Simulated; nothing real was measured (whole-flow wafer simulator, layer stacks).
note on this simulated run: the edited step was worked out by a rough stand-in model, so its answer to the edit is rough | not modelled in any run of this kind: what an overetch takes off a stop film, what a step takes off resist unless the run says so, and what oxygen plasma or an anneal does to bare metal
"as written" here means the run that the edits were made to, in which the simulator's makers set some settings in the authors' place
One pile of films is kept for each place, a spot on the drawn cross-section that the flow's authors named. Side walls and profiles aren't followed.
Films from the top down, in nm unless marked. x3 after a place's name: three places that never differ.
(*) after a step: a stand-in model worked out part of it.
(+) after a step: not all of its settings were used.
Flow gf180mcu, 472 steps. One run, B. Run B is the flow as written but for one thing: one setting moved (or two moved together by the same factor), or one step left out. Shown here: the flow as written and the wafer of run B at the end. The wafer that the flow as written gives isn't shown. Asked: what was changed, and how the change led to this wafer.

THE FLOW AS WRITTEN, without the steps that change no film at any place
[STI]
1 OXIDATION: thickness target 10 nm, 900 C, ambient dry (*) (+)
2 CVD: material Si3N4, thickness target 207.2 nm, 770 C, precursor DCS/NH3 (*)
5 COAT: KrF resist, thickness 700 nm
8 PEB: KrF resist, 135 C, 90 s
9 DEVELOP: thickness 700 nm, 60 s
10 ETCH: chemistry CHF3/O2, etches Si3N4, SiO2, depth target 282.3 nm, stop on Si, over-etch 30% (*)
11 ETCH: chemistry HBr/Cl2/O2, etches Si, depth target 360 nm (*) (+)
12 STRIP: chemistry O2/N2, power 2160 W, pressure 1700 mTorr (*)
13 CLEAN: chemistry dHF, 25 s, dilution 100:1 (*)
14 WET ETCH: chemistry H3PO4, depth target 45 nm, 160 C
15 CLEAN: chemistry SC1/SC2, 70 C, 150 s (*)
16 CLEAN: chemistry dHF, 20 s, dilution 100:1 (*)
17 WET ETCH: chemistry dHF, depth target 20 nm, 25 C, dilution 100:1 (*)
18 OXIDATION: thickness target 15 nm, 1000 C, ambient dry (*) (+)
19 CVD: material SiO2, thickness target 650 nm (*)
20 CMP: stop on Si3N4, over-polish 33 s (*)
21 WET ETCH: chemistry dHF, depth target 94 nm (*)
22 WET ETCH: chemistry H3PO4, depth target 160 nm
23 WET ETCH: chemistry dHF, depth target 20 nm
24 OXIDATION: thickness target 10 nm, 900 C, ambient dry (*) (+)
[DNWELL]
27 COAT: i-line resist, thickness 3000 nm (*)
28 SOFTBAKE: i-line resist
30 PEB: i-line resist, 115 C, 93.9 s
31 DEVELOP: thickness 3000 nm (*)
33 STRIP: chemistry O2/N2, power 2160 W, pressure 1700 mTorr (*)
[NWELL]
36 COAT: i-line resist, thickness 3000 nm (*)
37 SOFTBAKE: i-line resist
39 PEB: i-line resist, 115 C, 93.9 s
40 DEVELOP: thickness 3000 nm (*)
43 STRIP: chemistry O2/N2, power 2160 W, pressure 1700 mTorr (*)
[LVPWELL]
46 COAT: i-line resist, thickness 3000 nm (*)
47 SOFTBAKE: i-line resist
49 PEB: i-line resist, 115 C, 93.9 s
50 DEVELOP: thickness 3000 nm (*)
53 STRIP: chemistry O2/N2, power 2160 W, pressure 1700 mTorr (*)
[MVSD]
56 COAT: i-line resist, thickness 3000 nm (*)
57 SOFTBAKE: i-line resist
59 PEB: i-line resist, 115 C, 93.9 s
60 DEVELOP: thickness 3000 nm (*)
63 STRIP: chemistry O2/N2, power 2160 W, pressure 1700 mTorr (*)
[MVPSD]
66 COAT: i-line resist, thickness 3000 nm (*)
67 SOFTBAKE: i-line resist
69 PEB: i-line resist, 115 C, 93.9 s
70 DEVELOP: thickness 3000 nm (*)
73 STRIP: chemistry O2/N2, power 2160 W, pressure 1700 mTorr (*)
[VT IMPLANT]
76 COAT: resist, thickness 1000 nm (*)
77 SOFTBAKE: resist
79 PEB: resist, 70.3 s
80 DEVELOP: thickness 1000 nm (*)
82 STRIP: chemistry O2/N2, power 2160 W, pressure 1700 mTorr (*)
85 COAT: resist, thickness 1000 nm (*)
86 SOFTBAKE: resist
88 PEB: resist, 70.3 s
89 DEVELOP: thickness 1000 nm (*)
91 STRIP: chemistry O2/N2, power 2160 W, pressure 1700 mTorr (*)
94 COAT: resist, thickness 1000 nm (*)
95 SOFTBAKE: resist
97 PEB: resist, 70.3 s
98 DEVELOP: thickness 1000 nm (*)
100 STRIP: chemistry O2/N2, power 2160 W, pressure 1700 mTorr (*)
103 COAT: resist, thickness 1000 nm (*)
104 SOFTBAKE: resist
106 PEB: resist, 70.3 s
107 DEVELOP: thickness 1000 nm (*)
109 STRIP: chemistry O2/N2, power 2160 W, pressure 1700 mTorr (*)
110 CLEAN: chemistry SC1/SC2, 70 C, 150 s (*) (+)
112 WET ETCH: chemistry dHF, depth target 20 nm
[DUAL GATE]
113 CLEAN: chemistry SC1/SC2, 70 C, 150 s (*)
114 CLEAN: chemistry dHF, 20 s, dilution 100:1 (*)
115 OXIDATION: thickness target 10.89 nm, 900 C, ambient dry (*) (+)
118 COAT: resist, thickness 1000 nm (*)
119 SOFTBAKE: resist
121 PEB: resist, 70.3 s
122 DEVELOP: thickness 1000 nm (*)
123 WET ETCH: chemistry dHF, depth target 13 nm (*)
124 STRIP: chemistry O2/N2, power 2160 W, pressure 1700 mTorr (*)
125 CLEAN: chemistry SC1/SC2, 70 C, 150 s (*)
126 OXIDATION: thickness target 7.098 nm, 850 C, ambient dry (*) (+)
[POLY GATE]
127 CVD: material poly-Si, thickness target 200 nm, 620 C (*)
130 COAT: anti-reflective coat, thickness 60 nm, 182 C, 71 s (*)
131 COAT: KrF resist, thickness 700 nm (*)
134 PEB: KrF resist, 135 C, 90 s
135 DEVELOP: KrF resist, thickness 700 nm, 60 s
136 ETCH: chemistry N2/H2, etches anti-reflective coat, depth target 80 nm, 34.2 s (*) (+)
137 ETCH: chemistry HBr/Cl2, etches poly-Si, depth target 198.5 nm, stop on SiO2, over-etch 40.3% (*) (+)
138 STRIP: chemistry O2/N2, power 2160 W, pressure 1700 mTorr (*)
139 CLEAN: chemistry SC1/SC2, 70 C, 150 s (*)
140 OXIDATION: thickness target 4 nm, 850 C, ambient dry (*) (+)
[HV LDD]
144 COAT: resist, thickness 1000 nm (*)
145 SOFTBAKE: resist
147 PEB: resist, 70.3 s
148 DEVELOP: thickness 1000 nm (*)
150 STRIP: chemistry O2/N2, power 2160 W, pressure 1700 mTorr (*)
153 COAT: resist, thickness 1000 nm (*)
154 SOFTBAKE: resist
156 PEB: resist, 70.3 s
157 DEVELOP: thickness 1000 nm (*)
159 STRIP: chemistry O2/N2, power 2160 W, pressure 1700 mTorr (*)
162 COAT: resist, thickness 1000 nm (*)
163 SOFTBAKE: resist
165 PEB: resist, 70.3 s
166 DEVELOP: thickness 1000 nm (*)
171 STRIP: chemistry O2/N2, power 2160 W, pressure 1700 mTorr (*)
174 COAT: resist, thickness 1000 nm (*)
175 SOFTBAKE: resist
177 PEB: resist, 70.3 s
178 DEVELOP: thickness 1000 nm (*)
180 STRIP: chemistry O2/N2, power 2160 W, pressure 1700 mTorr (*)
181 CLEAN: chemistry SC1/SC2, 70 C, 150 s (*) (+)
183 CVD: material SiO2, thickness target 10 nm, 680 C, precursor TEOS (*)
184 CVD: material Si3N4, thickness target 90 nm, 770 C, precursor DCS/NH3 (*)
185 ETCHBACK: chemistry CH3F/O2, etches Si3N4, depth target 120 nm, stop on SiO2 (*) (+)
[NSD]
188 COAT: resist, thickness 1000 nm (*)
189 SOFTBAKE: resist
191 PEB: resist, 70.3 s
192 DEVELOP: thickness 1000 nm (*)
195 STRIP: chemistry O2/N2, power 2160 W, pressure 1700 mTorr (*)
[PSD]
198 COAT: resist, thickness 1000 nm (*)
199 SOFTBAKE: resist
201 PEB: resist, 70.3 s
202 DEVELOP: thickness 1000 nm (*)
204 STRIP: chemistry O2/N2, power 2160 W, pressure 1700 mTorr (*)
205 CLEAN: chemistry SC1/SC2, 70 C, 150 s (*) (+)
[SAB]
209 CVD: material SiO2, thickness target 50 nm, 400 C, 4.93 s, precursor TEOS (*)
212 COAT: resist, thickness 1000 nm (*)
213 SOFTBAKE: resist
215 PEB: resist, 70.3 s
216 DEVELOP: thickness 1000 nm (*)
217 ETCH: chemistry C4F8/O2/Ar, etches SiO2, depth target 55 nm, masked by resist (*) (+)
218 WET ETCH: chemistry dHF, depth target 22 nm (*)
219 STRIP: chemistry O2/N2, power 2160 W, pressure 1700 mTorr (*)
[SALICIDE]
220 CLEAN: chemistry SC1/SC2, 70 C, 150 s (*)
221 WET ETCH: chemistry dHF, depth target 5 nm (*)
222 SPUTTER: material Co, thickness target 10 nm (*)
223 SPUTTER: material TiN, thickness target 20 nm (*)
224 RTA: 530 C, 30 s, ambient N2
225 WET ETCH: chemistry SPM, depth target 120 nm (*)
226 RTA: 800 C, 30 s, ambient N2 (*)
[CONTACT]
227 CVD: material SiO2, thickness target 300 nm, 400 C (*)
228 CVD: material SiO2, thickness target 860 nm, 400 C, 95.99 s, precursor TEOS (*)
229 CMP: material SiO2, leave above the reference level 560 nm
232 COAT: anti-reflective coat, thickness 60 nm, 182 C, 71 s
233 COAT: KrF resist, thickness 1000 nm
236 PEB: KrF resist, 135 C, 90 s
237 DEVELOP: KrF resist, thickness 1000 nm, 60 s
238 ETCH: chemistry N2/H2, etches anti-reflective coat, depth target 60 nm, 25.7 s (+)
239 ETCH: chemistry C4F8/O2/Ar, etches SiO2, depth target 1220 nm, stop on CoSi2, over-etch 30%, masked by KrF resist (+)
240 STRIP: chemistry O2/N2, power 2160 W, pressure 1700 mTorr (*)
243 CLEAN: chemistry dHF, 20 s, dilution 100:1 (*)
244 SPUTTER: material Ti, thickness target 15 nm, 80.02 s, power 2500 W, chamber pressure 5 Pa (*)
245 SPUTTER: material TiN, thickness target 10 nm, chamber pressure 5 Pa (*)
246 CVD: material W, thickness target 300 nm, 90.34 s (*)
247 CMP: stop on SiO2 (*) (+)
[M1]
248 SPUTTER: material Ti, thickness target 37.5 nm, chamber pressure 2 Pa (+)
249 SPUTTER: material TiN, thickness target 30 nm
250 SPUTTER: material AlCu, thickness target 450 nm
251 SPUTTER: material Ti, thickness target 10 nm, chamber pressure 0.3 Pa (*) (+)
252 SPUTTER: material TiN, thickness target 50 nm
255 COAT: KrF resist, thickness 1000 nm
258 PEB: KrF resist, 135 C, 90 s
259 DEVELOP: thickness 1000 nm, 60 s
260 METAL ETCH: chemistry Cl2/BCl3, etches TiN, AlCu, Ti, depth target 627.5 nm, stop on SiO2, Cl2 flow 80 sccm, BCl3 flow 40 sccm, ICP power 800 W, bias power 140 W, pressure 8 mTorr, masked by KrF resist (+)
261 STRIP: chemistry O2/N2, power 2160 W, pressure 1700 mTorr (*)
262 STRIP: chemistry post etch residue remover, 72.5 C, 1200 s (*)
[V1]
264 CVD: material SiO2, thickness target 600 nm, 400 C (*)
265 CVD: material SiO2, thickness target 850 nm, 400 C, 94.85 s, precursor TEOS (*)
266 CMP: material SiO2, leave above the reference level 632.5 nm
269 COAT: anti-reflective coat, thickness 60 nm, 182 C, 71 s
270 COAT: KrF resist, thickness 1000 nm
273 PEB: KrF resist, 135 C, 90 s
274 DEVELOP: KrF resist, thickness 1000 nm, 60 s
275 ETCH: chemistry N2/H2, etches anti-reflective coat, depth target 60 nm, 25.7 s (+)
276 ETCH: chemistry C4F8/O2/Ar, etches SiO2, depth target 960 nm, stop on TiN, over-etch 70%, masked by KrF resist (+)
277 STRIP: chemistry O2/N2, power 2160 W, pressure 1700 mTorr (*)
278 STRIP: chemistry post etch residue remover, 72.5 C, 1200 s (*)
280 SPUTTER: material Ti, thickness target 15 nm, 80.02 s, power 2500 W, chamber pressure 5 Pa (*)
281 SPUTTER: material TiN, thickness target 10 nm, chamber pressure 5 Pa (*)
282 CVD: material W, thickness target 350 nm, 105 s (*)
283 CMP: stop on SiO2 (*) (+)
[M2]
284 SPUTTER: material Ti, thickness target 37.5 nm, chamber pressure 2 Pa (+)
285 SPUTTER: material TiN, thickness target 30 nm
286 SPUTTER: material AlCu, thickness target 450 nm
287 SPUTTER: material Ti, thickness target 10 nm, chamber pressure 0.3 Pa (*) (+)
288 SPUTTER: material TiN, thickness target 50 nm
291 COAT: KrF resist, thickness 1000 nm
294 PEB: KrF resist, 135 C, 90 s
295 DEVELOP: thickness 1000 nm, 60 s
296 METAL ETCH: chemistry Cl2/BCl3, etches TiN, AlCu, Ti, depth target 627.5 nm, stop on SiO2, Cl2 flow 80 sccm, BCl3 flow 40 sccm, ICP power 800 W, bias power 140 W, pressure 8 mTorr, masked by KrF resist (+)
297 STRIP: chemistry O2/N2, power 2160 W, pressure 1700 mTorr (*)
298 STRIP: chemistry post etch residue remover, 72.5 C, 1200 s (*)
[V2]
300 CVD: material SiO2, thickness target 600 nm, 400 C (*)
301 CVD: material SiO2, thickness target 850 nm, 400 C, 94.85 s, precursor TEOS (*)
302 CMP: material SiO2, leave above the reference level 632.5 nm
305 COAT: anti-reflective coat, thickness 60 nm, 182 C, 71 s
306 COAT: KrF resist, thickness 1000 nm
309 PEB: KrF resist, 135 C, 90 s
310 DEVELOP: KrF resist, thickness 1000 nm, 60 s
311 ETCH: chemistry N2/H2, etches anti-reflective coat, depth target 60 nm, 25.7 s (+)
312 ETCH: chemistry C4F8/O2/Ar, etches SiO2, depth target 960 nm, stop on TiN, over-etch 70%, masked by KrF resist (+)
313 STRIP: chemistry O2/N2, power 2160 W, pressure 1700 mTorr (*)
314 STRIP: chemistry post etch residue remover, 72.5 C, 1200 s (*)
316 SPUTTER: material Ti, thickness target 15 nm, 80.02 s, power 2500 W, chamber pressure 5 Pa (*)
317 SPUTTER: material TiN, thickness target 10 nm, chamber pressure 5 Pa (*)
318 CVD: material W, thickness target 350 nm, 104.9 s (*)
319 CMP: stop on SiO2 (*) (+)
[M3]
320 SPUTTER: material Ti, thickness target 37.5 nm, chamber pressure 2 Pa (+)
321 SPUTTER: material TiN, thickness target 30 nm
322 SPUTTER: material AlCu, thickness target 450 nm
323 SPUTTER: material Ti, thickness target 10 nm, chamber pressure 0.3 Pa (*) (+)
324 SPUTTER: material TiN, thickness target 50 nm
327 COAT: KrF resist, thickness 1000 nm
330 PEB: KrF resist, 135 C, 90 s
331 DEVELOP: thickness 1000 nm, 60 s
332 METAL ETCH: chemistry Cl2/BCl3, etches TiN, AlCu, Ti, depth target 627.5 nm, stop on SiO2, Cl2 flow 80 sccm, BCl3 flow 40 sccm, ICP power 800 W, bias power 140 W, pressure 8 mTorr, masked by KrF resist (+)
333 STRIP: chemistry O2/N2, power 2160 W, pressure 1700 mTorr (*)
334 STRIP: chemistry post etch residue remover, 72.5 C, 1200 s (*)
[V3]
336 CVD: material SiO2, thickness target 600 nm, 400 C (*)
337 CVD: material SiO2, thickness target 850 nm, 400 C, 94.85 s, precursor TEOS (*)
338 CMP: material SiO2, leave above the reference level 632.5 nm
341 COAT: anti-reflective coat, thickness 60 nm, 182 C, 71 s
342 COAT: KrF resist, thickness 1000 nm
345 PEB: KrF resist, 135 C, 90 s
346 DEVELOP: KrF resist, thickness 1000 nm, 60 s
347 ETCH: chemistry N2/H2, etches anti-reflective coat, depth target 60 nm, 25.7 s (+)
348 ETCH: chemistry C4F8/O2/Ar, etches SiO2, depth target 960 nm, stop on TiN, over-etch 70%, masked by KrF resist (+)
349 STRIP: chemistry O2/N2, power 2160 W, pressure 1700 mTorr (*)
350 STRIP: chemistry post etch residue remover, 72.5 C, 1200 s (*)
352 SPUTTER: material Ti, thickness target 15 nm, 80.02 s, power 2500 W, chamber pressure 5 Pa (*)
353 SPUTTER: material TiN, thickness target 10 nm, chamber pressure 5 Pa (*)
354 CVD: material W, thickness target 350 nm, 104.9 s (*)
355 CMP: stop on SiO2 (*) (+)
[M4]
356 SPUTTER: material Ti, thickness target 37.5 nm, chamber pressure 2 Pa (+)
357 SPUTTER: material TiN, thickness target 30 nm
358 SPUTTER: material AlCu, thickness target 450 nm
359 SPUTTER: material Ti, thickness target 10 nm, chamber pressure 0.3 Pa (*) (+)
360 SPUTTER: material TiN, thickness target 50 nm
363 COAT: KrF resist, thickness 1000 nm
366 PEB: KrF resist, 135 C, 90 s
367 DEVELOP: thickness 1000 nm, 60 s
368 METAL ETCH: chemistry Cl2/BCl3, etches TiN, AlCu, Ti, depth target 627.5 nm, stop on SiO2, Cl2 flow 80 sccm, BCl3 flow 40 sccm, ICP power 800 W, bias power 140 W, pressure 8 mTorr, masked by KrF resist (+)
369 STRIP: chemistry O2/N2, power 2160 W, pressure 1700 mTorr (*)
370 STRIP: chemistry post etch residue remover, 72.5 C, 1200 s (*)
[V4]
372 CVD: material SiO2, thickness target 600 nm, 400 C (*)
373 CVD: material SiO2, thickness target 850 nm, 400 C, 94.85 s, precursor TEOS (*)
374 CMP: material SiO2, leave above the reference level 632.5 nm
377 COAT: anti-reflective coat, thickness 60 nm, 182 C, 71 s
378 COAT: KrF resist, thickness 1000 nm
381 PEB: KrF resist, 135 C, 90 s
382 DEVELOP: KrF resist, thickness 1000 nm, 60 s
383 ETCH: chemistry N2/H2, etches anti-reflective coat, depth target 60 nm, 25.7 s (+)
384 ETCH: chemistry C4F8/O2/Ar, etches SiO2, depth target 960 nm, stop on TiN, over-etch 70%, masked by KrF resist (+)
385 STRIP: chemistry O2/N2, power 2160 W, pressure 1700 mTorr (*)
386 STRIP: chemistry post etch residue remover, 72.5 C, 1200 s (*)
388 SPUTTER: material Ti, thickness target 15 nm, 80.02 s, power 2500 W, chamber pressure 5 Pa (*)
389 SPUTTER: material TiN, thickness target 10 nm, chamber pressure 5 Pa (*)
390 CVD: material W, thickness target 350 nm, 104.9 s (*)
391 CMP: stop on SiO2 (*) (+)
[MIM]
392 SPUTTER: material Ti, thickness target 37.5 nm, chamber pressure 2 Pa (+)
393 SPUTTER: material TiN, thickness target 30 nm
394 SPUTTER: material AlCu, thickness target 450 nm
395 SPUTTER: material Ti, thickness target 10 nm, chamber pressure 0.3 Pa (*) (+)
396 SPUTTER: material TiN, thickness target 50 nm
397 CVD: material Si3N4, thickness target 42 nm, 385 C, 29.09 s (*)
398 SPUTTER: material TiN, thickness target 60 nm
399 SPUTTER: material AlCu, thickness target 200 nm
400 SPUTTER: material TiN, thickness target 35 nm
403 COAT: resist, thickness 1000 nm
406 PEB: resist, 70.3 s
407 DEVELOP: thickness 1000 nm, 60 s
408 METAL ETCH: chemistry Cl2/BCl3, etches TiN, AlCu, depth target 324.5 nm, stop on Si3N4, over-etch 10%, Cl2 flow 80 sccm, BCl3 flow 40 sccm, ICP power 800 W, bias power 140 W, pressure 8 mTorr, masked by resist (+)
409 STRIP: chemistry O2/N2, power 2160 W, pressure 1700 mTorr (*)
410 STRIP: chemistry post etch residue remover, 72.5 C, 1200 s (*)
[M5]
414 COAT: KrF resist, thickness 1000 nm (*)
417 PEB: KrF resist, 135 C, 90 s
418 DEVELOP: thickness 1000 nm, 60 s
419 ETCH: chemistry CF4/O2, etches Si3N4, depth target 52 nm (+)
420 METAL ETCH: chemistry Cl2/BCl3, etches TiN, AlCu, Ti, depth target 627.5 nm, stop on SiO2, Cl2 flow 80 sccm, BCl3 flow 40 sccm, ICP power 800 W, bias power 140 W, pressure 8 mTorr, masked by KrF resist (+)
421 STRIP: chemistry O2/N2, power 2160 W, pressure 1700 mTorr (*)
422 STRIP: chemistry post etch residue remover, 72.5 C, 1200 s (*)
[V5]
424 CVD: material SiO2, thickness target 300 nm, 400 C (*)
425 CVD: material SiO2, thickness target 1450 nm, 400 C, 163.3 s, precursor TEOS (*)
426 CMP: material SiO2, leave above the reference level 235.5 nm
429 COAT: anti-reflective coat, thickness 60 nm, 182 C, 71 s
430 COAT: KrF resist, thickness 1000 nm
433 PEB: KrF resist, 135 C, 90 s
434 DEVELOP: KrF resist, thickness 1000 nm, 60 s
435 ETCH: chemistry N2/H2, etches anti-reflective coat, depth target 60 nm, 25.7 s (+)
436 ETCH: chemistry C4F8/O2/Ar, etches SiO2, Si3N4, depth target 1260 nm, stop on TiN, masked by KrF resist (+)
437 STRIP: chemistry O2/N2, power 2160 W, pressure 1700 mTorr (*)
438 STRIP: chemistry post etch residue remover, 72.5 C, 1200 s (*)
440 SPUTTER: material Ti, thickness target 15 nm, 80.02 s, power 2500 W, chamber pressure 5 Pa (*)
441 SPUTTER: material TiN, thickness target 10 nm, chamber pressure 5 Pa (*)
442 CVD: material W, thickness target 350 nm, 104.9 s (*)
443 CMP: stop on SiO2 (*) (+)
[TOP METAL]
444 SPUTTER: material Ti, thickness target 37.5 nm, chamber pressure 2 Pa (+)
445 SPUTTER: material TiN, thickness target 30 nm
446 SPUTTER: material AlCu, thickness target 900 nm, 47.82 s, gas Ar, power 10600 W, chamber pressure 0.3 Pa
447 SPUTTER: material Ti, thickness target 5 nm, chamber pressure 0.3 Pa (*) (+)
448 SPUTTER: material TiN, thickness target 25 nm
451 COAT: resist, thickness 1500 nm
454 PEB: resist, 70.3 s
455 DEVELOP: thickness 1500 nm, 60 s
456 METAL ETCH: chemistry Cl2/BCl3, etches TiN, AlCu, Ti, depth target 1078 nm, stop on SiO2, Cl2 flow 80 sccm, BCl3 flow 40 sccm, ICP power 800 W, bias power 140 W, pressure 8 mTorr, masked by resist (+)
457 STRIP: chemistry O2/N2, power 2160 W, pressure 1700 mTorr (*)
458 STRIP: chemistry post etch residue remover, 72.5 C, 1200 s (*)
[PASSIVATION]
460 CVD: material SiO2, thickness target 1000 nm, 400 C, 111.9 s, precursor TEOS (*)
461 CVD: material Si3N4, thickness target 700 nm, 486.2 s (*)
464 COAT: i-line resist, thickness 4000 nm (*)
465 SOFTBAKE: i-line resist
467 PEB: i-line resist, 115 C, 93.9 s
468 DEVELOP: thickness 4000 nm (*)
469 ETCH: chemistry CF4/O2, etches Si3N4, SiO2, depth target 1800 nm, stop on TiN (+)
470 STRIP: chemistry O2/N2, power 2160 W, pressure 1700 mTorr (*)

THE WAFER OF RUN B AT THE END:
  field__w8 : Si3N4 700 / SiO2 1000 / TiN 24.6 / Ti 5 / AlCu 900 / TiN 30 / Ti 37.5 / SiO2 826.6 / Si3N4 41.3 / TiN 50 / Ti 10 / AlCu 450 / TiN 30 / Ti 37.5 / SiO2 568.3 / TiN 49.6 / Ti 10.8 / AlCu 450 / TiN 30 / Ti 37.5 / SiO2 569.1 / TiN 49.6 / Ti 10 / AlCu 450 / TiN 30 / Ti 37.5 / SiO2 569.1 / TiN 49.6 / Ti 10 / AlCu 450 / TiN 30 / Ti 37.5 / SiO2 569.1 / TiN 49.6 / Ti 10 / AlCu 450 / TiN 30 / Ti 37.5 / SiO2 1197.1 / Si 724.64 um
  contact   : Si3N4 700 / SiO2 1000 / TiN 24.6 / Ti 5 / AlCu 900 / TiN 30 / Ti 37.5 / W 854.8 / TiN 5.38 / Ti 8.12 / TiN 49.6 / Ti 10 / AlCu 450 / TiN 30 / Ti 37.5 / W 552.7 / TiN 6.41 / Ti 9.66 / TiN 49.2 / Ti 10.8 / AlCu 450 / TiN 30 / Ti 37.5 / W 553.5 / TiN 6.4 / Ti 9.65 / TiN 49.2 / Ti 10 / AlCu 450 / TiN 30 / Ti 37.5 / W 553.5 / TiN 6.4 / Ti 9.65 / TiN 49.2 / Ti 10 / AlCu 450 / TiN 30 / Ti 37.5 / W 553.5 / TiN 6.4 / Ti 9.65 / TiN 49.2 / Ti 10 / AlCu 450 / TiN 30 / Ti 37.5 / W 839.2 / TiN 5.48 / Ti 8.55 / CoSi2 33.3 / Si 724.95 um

The cause: step 359, SPUTTER: thickness target 10.8 nm was run, where the flow has thickness target 10 nm.
It can be read off the wafer: field__w8 has Ti 10.8, and step 359 as written asks for 10 nm.

How the change led to this, step by step:
  359 SPUTTER: material Ti, thickness target 10 nm, chamber pressure 0.3 Pa (*) (+)
      field, field__w1, field__w2 and 108 more: Ti +10.8 (new film) (as written it would be: Ti +10 (new film))
  368 METAL ETCH: chemistry Cl2/BCl3, etches TiN, AlCu, Ti, depth target 627.5 nm, stop on SiO2, Cl2 flow 80 sccm, BCl3 flow 40 sccm, ICP power 800 W, bias power 140 W, pressure 8 mTorr, masked by KrF resist (+)
      field, field__w1, field__w2 and 103 more: TiN -50 (all of it), Ti -10.8 (all of it), AlCu -450 (all of it), TiN -30 (all of it), Ti -37.5 (all of it) (as written it would be: TiN -50 (all of it), Ti -10 (all of it), AlCu -450 (all of it), TiN -30 (all of it), Ti -37.5 (all of it))
